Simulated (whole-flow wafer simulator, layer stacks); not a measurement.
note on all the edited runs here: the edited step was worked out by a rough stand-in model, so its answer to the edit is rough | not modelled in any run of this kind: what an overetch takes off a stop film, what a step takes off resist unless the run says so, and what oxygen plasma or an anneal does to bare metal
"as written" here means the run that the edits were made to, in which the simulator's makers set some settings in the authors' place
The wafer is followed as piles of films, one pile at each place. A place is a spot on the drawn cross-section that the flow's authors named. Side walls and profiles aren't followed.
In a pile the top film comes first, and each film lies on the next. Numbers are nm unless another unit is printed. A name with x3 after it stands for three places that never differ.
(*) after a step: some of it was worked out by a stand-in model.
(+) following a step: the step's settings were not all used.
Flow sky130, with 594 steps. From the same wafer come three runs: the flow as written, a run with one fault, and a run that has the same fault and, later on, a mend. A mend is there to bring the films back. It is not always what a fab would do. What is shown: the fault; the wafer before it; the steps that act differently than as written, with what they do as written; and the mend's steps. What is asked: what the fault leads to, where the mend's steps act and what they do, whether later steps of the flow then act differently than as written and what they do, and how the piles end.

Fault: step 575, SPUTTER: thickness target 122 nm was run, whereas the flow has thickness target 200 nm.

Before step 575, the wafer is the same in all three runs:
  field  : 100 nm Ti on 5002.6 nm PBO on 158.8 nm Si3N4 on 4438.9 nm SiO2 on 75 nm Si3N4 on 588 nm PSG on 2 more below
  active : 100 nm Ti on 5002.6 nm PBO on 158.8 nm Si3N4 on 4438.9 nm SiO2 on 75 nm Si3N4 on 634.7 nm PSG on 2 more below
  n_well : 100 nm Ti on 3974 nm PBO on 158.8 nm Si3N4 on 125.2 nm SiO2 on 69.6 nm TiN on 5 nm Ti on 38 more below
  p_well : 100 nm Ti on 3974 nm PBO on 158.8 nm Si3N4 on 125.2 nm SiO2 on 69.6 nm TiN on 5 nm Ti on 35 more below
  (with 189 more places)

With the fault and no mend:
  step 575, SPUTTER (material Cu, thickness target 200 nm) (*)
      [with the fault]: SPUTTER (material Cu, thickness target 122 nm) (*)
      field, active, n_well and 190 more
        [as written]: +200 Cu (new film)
        [with the fault]: +122 Cu (new film)
  Later steps of the flow acting differently than as written (6 other steps are not shown; they differ only slightly, by no more than 2% or 0.5 nm, whichever is larger):
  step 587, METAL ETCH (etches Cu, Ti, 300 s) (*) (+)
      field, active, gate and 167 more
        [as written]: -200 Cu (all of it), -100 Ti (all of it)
        [with the fault]: -122 Cu (all of it), -100 Ti (all of it)
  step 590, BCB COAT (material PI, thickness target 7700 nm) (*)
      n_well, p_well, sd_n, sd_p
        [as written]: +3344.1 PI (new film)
        [with the fault]: +3422.1 PI (new film)
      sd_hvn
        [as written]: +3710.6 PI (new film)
        [with the fault]: +3786.4 PI (new film)
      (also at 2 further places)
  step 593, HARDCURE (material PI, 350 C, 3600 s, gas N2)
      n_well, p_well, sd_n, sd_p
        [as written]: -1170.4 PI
        [with the fault]: -1197.7 PI
  By the end, the piles at n_well, p_well, sd_n and 15 more depart from the flow's by more than 2% or 0.5 nm, whichever is larger.
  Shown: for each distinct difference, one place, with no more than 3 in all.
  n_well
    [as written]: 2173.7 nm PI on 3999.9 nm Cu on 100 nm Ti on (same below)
    [with the fault]: 2224.4 nm PI on 3921.9 nm Cu on 100 nm Ti on (same below)
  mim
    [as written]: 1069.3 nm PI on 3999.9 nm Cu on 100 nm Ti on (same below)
    [with the fault]: 1142.3 nm PI on 3921.9 nm Cu on 100 nm Ti on (same below)
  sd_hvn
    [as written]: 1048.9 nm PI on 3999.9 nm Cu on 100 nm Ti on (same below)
    [with the fault]: 1124 nm PI on 3921.9 nm Cu on 100 nm Ti on (same below)

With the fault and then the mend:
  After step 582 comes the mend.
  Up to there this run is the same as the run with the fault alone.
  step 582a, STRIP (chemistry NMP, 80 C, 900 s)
      wcut_nhv, wcut_phv, wcut_fox_pw and 23 more
        -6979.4 i-line resist (all of it)
      mim_edge_plate_strap, mim_edge_plate, mim_edge_gap, mim_edge_gap_sheet, vpp_l1ln, dnw_fox
        -6980.8 i-line resist (all of it)
      gate_len, gate_lvt_sd_len, gate_p_sd_len, gate_p_hvt_sd_len, gate_p_lvt_sd_len, gate_len_250
        -6982 i-line resist (all of it)
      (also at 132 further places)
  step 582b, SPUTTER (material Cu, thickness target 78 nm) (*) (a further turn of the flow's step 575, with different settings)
      field, active, n_well and 190 more
        +78 Cu
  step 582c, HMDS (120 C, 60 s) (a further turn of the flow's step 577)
      leaves every film unchanged at each place that is followed
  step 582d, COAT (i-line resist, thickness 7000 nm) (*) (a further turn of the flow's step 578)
      dice_street, wcut_nhv, wcut_phv and 18 more
        +7000 i-line resist (new film)
      poly_ln, iso_pw_fox, gate_lvt_sd, active_lvt, spacer_lvt, sonos_sd, sonos_cell_x, sonos_guard_x
        +7003.2 i-line resist (new film)
      vpp_iso2, mim_edge_plate_strap, mim_edge_plate, mim_edge_gap, mim_edge_gap_sheet, gate_hv_nvt, de16_nw_sti
        +7001.4 i-line resist (new film)
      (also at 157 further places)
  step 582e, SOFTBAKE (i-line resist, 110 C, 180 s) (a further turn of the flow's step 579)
      de16_gate_pw, de16_pw_fp, de16_pw_sti, de16_psrc_nw
        -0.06 i-line resist
      field, active_lvt
        +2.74 i-line resist
      mim, vcap_hvt
        -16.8 i-line resist
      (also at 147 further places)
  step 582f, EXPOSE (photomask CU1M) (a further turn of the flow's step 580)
      leaves every film unchanged at each place that is followed
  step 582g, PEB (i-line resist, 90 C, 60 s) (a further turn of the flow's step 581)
      field, active, n_well and 134 more
        -0.07 i-line resist
      pad
        -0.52 i-line resist
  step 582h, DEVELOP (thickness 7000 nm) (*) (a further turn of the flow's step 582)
      field, active, gate and 167 more
        -20.6 i-line resist
      n_well, p_well, sd_n, sd_p
        -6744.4 i-line resist (all of it)
      dep_nw_sti, dep_ntap_nw, de16_nw_sti
        -7000.7 i-line resist (all of it)
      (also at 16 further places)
  None of the later steps of the flow acts differently than as written at any place that is followed.
  At every place that both follow, the piles at the end match the flow's.
